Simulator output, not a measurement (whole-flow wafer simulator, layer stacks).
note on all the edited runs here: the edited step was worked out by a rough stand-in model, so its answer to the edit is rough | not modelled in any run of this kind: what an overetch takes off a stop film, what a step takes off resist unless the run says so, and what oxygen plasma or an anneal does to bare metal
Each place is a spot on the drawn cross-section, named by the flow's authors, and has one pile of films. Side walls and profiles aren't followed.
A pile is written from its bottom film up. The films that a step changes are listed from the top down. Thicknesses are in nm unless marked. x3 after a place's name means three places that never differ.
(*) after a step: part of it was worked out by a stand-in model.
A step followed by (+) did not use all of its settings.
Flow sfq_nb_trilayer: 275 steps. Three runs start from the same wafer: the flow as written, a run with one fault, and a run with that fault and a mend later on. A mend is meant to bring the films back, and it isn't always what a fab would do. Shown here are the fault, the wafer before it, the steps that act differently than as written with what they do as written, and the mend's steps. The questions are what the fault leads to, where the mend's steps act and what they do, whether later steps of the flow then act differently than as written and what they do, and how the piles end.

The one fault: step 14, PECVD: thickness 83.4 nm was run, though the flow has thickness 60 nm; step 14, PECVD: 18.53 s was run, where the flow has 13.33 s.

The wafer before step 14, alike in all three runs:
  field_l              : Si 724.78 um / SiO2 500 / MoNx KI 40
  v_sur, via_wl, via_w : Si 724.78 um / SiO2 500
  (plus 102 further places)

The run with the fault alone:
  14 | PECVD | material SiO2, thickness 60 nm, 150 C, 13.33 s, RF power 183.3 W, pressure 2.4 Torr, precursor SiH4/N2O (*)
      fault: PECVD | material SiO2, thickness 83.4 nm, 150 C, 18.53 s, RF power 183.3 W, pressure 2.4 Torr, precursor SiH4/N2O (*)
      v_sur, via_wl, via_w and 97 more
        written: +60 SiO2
        fault: +83.4 SiO2
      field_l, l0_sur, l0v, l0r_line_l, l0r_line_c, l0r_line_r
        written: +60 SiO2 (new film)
        fault: +83.4 SiO2 (new film)
  Steps later in the flow that act otherwise than as written (8 more steps, not shown, differ only slightly: by at most 2% or 0.5 nm, whichever is larger):
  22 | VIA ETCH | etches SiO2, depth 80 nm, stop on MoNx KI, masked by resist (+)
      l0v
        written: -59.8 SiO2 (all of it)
        fault: -80 SiO2
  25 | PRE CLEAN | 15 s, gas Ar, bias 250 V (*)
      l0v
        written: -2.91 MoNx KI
        fault: -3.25 SiO2 (all of it), -1.09 MoNx KI
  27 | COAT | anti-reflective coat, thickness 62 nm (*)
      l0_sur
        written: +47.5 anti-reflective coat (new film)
        fault: +45.9 anti-reflective coat (new film)
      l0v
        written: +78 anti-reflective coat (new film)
        fault: +83.4 anti-reflective coat (new film)
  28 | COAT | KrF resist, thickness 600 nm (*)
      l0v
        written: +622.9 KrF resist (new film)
        fault: +637.5 KrF resist (new film)
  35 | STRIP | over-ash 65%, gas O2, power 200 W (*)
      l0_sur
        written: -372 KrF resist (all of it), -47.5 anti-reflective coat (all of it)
        fault: -369.6 KrF resist (all of it), -45.9 anti-reflective coat (all of it)
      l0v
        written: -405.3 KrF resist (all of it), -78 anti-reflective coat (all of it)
        fault: -419.8 KrF resist (all of it), -83.4 anti-reflective coat (all of it)
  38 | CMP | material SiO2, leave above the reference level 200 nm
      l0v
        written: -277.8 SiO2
        fault: -252.4 SiO2
  The piles end different from the flow's at field_l, v_sur, via_wl and 100 more by more than 2% or 0.5 nm, whichever is larger.
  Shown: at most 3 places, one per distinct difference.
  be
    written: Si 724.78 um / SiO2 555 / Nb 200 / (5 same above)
    fault: Si 724.78 um / SiO2 578.4 / Nb 200 / (5 same above)
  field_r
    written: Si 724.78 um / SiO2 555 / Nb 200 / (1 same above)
    fault: Si 724.78 um / SiO2 578.4 / Nb 200 / (1 same above)
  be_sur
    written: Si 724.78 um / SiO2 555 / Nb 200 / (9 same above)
    fault: Si 724.78 um / SiO2 578.4 / Nb 200 / (9 same above)

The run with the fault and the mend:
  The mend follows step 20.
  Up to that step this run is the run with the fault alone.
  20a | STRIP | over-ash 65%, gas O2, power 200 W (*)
      p4_fl x3, p4_w1 x9, p4_g1 x2 and 59 more
        -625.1 KrF resist (all of it), -62 anti-reflective coat (all of it)
      ce_l, c5j, ce_r, sp_r, be_r, r_sur
        -632 KrF resist (all of it), -63.7 anti-reflective coat (all of it)
      gap, jj_sur, res
        -632.1 KrF resist (all of it), -63.7 anti-reflective coat (all of it)
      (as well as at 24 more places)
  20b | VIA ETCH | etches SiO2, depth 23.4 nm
      field_l, v_sur, via_wl and 103 more
        -23.4 SiO2
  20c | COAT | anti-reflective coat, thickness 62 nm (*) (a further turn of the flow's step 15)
      p4_fl x3, p4_w1 x9, p4_g1 x2 and 59 more
        +62 anti-reflective coat (new film)
      be_sur, gap, jj_sur and 8 more
        +63.7 anti-reflective coat (new film)
      wire, be, moat, field_r
        +63.8 anti-reflective coat (new film)
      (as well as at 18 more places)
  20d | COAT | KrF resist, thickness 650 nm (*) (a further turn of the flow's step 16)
      p4_fl x3, p4_w1 x9, p4_g1 x2 and 59 more
        +650 KrF resist (new film)
      ce_l, c5j, ce_r, sp_r, be_r
        +656.9 KrF resist (new film)
      gap, jj_sur, r_sur, res
        +657 KrF resist (new film)
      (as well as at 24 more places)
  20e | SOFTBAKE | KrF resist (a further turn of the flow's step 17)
      leaves every film unchanged at each place that is followed
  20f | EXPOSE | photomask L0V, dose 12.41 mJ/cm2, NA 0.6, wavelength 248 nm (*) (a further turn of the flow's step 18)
      leaves every film unchanged at each place that is followed
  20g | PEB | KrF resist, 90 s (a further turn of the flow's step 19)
      p4_fl x3, p4_w1 x9, p4_g1 x2 and 59 more
        -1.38 KrF resist
      via_v, wire, be and 15 more
        -1.39 KrF resist
      v_sur, via_w, via_wr, via_sp, lsp_m, ln_m6, lsp_r
        -1.4 KrF resist
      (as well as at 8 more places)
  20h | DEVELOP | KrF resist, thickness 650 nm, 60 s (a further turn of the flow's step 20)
      field_l, v_sur, via_wl and 102 more
        -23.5 KrF resist
      l0v
        -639 KrF resist (all of it)
  Later steps of the flow that are run all act as written at every place that is followed, up to a difference of at most 2% or 0.5 nm, whichever is larger.
  The piles end the same as the flow's at every place that both follow.
